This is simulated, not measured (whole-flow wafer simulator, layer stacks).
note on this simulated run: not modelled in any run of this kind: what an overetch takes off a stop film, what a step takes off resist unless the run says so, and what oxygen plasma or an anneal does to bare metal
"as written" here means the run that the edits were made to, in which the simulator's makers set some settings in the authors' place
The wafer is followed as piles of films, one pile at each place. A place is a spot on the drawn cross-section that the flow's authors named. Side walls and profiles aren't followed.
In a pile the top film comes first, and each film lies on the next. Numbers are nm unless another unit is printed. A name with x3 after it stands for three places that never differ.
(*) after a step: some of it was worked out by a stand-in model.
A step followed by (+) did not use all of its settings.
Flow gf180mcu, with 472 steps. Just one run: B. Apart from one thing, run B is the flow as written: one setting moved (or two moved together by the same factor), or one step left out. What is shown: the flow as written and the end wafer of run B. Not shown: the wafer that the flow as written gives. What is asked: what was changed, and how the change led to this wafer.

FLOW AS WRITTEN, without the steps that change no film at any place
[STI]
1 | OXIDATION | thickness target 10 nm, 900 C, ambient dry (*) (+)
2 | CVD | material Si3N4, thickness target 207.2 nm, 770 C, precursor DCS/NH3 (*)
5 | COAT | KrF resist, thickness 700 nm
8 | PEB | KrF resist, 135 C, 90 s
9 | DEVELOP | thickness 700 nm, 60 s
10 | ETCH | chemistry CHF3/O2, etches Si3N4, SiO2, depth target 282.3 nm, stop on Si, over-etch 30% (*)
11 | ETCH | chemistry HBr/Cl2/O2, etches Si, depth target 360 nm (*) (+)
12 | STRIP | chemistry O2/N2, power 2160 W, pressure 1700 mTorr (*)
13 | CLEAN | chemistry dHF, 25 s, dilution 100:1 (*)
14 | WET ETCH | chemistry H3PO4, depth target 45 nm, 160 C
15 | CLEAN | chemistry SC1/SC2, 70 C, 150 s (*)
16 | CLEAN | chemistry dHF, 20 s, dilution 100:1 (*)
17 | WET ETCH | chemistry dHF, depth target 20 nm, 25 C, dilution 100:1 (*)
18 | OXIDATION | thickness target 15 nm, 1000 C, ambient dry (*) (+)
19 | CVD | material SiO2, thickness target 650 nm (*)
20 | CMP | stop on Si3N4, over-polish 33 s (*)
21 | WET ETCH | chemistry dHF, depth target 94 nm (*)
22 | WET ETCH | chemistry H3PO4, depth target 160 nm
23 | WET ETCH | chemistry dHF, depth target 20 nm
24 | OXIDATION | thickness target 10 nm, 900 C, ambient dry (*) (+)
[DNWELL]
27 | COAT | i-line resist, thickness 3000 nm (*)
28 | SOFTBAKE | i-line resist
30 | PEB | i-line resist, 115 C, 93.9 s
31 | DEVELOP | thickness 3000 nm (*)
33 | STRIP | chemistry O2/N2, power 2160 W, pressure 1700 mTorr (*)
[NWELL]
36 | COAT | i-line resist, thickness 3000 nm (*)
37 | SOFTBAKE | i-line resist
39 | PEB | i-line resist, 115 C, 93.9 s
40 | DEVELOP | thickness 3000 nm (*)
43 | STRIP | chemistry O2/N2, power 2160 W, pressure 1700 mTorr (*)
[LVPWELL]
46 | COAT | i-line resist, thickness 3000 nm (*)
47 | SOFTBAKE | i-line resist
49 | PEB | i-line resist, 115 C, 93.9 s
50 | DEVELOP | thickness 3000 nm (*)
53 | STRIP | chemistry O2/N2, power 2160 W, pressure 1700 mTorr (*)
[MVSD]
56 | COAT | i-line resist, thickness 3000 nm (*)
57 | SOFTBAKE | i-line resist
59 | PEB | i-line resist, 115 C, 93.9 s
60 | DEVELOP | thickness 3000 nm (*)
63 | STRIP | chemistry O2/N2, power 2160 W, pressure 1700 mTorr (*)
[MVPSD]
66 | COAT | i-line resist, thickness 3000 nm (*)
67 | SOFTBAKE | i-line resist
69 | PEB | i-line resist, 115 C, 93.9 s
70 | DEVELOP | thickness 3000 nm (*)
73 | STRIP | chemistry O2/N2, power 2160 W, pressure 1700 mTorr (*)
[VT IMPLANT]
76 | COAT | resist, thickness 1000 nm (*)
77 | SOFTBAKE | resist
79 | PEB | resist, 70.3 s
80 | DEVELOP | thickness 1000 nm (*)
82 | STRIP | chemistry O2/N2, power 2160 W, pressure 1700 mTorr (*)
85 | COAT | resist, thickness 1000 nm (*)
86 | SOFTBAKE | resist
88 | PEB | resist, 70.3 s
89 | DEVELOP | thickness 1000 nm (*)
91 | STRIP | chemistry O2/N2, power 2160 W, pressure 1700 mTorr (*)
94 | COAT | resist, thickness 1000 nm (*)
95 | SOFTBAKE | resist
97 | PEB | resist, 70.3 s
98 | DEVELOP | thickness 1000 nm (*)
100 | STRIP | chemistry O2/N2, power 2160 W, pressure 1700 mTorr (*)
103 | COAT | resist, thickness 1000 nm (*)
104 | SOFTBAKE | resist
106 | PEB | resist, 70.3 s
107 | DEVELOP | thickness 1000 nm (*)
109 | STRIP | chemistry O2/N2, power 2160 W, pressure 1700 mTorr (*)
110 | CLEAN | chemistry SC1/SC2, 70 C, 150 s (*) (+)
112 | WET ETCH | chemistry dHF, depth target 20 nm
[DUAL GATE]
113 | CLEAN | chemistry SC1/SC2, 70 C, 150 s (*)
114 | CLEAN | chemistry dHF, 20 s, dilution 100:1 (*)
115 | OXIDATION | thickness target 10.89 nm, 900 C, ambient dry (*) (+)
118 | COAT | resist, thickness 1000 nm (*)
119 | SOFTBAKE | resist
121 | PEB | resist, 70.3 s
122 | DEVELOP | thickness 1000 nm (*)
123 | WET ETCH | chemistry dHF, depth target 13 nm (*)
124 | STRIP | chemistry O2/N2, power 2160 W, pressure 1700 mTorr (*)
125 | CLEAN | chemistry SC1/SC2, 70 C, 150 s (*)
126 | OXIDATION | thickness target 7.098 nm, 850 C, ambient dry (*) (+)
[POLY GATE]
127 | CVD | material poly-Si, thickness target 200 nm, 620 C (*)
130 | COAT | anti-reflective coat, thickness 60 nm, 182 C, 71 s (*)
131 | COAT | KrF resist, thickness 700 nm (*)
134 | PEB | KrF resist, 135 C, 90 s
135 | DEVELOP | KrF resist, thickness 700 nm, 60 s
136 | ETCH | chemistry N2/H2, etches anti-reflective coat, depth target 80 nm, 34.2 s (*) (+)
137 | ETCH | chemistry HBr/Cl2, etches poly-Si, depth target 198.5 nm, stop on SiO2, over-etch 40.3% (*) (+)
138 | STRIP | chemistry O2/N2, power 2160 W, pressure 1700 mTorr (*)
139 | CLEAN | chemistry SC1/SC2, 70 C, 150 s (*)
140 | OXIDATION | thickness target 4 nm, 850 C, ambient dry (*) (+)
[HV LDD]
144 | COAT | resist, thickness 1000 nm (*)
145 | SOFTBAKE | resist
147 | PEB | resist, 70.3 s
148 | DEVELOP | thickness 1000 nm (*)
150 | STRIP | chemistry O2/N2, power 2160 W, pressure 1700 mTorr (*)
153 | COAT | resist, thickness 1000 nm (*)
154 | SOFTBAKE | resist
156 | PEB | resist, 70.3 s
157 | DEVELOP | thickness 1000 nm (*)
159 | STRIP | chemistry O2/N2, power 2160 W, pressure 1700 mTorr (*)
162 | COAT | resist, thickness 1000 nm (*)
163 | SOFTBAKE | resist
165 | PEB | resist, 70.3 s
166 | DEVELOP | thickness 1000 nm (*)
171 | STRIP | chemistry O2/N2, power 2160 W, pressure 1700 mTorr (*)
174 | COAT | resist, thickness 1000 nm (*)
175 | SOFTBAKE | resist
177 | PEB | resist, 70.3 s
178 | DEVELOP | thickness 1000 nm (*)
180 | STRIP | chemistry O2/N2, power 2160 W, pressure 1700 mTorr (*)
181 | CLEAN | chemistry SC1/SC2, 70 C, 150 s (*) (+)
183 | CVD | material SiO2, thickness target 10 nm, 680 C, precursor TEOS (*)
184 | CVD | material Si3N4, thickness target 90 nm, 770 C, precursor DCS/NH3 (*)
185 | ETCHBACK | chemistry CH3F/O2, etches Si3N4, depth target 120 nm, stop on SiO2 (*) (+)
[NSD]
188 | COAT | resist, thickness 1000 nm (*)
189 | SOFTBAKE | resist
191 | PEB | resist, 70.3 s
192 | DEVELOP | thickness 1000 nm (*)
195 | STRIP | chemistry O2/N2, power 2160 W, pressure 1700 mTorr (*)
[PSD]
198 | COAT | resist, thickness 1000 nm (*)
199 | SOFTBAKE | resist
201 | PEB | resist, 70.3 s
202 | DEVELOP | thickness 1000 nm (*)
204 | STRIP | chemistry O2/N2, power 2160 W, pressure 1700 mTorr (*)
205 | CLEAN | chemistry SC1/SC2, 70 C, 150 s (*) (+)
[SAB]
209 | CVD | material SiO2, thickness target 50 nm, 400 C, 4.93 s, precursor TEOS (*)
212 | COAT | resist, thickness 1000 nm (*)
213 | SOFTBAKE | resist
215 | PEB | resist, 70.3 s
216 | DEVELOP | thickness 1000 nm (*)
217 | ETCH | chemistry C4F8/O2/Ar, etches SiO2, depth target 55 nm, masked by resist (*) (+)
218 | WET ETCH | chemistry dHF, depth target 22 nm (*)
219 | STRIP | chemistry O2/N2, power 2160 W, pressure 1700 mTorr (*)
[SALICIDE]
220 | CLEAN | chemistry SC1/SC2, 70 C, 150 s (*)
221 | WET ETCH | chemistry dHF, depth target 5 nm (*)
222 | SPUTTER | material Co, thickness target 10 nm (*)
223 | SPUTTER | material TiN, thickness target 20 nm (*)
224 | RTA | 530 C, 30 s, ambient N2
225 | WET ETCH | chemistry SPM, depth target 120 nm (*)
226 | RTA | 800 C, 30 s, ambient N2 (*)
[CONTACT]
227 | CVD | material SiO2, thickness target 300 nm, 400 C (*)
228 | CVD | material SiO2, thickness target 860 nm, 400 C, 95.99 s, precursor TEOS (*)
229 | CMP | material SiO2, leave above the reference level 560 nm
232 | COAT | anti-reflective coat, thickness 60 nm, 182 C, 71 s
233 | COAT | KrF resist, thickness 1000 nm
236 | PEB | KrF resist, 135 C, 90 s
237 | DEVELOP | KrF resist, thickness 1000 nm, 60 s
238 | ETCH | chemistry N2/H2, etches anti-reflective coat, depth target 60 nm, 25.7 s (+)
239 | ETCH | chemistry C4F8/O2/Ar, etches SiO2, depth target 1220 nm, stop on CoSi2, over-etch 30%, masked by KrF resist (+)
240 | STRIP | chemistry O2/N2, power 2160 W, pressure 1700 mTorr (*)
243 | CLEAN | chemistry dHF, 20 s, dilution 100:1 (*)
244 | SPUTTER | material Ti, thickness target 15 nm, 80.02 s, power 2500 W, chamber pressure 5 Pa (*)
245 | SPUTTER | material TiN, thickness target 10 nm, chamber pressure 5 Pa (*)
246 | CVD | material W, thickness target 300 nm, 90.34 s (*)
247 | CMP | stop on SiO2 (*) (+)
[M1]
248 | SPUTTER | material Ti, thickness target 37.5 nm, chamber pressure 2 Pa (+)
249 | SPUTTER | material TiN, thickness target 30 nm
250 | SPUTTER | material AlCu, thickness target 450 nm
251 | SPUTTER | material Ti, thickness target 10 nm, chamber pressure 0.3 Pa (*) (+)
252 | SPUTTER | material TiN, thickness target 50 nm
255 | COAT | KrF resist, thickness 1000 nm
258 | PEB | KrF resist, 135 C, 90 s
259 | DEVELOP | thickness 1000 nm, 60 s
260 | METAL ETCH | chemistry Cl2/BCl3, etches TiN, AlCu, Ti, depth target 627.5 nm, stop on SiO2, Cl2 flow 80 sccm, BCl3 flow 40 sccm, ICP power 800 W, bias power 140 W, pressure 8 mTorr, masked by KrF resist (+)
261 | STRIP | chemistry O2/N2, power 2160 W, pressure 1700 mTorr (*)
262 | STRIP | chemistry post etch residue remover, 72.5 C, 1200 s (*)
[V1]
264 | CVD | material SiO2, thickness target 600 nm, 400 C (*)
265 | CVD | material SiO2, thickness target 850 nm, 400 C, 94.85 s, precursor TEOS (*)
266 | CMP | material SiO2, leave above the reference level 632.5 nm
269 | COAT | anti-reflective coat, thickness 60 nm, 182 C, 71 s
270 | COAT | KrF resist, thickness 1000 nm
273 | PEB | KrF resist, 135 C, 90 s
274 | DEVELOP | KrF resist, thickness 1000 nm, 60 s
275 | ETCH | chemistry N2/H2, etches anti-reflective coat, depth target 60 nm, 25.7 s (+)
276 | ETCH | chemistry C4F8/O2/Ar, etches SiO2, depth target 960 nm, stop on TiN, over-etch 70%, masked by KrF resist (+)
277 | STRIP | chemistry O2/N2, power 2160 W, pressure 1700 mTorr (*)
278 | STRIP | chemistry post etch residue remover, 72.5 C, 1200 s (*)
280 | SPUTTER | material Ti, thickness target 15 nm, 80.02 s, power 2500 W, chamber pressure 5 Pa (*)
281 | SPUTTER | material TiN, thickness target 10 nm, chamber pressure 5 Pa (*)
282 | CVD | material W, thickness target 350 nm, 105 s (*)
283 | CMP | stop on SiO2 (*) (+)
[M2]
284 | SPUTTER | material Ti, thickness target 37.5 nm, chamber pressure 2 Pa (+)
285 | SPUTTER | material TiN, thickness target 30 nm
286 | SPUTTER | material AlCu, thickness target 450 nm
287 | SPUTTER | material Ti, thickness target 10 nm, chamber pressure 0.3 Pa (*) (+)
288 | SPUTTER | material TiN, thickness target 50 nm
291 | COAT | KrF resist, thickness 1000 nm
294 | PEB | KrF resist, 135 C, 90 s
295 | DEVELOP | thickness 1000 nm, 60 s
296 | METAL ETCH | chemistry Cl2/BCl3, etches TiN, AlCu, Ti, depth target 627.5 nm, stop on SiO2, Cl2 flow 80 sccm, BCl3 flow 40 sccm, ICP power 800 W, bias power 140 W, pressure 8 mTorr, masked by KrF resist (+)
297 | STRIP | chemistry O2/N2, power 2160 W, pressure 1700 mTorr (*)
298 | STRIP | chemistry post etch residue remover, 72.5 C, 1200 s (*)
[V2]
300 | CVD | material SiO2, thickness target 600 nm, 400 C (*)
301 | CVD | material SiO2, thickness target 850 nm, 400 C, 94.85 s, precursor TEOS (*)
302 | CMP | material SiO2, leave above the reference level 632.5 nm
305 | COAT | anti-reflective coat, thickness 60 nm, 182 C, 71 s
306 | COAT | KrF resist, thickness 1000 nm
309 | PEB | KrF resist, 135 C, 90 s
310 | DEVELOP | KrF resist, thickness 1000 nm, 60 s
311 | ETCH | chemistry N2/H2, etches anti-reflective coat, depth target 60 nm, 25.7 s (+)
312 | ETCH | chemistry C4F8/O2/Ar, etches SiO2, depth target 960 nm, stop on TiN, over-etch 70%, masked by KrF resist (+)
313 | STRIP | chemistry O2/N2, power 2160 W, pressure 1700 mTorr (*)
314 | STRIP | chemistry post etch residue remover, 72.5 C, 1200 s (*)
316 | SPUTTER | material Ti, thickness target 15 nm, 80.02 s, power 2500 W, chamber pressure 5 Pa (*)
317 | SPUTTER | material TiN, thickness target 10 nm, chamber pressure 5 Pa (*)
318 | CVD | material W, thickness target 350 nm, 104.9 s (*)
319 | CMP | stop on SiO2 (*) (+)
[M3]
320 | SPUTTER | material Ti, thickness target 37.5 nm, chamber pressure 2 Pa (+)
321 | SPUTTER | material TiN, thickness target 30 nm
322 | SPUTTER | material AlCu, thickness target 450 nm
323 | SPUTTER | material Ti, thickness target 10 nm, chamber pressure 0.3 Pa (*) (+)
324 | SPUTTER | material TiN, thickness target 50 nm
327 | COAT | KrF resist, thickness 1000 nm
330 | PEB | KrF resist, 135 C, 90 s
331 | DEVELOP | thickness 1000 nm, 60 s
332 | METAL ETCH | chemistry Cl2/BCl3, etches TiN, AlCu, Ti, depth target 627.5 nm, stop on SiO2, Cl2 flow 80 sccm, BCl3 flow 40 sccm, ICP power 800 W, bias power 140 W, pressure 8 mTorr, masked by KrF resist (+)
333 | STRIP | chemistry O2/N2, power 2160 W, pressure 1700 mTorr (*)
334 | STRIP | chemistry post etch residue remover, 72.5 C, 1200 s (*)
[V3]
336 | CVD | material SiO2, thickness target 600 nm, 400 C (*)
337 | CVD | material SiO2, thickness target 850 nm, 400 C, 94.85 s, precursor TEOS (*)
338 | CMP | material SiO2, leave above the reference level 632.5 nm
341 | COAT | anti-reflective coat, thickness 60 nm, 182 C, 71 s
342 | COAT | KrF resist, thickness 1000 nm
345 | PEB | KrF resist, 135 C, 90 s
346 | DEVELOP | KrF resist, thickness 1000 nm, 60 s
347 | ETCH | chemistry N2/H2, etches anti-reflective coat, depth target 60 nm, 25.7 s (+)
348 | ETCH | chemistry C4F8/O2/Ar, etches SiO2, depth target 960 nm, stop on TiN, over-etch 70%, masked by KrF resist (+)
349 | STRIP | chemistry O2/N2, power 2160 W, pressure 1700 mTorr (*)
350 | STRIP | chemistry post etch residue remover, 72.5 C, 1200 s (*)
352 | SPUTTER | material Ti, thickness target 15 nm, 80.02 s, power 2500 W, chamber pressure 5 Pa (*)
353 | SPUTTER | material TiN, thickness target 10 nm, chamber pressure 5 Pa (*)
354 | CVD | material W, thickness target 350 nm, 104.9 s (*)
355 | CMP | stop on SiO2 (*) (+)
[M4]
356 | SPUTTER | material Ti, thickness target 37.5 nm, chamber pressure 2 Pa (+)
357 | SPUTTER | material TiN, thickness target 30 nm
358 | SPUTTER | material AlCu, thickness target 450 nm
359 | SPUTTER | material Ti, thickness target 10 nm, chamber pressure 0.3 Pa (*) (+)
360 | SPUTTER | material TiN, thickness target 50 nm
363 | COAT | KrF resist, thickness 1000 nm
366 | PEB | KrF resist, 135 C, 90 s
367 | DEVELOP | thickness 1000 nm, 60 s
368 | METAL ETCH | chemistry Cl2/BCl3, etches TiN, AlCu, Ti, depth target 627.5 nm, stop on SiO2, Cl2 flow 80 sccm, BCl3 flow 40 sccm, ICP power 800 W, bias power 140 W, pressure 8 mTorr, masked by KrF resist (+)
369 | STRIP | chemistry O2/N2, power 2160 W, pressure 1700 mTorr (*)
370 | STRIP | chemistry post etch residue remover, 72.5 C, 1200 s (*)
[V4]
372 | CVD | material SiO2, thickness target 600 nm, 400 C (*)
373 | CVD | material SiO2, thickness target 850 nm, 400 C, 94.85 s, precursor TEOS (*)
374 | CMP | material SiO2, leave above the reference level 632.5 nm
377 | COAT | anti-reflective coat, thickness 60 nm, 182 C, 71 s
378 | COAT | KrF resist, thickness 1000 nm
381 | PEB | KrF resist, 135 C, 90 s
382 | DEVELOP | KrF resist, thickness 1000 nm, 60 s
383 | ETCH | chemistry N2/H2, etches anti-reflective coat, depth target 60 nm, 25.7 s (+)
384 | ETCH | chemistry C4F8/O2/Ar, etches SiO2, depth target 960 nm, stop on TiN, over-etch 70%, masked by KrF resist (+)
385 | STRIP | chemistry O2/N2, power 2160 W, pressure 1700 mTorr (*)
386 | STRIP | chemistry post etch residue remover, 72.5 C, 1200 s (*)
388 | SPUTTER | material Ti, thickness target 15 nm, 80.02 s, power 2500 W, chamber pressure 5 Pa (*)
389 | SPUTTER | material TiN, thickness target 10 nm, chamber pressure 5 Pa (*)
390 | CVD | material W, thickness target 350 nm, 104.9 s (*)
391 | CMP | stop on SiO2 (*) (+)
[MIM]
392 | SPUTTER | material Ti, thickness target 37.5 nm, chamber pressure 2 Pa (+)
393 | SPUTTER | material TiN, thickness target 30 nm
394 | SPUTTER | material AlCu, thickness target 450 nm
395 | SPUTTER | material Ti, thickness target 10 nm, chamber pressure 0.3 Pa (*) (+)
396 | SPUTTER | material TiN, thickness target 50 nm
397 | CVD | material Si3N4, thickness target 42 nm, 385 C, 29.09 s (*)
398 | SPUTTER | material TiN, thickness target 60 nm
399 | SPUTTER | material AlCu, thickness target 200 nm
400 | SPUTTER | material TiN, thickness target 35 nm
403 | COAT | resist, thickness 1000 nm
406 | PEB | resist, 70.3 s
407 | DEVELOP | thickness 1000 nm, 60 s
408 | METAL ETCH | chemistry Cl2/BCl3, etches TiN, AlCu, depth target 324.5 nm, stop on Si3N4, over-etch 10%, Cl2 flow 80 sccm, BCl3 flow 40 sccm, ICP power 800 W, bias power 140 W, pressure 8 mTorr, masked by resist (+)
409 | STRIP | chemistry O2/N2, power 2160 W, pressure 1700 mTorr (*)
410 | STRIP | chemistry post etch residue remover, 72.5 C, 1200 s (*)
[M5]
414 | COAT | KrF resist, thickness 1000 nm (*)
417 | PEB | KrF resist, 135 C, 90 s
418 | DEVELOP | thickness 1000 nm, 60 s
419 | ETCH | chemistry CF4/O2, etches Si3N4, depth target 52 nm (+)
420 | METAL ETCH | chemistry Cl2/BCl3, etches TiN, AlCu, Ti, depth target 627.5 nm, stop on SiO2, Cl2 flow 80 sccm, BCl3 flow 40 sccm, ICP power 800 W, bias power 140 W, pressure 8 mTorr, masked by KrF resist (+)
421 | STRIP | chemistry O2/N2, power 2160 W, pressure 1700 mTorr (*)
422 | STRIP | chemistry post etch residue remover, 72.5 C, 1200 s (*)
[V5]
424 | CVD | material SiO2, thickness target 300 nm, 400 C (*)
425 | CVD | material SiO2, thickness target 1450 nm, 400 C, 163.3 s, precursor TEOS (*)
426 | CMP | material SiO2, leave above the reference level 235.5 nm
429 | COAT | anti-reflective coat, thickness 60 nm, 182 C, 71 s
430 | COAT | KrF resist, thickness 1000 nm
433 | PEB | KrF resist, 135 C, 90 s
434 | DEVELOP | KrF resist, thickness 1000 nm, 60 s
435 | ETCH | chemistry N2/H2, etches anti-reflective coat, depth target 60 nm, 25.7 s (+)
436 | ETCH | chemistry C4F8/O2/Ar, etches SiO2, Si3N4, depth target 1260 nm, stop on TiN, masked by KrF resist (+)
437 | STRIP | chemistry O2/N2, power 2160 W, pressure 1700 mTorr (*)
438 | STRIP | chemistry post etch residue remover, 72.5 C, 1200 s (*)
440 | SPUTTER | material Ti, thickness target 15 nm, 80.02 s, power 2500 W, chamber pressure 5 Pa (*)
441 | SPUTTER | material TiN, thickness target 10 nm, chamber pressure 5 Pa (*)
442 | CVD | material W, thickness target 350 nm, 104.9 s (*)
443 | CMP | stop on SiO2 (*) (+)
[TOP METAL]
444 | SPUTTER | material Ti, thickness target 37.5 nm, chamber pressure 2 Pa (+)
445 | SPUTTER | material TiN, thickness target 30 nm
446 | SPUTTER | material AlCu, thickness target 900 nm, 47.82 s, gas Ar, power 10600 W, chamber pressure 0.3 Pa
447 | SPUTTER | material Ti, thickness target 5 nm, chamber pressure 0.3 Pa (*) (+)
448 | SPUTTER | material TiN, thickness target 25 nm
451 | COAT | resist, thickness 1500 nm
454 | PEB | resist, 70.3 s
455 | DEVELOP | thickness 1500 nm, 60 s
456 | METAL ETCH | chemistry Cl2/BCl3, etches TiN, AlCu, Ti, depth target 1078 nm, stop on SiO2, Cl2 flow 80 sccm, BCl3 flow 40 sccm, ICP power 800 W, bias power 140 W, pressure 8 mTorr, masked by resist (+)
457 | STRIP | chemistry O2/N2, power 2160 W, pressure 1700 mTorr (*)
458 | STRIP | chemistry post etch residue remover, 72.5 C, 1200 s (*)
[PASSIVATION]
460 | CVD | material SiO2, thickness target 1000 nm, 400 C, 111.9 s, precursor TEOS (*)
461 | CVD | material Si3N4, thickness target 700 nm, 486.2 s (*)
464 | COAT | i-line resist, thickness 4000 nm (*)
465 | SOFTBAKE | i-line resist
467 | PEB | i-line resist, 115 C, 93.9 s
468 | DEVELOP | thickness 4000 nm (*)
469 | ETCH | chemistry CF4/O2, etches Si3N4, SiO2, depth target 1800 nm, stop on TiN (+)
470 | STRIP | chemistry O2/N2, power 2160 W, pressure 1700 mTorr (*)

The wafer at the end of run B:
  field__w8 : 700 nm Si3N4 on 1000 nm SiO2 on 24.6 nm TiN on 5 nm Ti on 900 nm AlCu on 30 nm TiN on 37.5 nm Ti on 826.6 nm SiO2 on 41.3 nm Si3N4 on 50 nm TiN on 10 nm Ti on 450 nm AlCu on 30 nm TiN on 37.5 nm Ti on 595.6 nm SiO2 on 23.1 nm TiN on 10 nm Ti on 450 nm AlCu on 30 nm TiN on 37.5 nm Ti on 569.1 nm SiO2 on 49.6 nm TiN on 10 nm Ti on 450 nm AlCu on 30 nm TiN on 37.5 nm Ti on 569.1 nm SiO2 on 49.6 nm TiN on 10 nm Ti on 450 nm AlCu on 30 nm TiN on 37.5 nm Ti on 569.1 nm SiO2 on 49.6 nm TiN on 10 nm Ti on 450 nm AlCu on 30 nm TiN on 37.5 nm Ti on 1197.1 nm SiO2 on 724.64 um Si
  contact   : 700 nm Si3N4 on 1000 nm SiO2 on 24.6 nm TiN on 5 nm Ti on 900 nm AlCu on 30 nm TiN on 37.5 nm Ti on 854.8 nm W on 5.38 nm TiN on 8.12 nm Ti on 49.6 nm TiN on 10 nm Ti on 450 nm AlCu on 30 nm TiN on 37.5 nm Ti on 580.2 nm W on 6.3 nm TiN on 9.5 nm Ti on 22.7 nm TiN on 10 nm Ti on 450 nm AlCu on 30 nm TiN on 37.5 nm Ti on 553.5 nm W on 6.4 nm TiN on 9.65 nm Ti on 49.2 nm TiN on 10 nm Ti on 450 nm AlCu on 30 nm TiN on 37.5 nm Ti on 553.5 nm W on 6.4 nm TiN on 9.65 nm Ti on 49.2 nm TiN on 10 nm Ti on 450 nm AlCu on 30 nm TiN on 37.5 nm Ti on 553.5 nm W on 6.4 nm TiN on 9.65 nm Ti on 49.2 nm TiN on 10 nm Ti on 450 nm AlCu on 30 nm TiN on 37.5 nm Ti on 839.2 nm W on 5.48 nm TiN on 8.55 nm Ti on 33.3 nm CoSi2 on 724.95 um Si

The reason: step 360, SPUTTER: thickness target 23.5 nm was run, while the flow as written has thickness target 50 nm.

How this came from the change, step by step:
  360 | SPUTTER | material TiN, thickness target 50 nm
      field, field__w1, field__w2 and 108 more: TiN gains 23.5 (new film) (it would be, as written: TiN gains 50 (new film))
  368 | METAL ETCH | chemistry Cl2/BCl3, etches TiN, AlCu, Ti, depth target 627.5 nm, stop on SiO2, Cl2 flow 80 sccm, BCl3 flow 40 sccm, ICP power 800 W, bias power 140 W, pressure 8 mTorr, masked by KrF resist (+)
      field, field__w1, field__w2 and 103 more: TiN loses 23.5 (all of it), Ti loses 10 (all of it), AlCu loses 450 (all of it), TiN loses 30 (all of it), Ti loses 37.5 (all of it) (it would be, as written: TiN loses 50 (all of it), Ti loses 10 (all of it), AlCu loses 450 (all of it), TiN loses 30 (all of it), Ti loses 37.5 (all of it))
  374 | CMP | material SiO2, leave above the reference level 632.5 nm
      field__w8, contact, m1, m1__w1, m1_nw: SiO2 loses 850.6 (it would be, as written: SiO2 loses 877.1)
  384 | ETCH | chemistry C4F8/O2/Ar, etches SiO2, depth target 960 nm, stop on TiN, over-etch 70%, masked by KrF resist (+)
      contact: SiO2 loses 599 (all of it) (it would be, as written: SiO2 loses 572.5 (all of it))
  390 | CVD | material W, thickness target 350 nm, 104.9 s (*)
      contact: W gains 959 (new film) (it would be, as written: W gains 932.3 (new film))
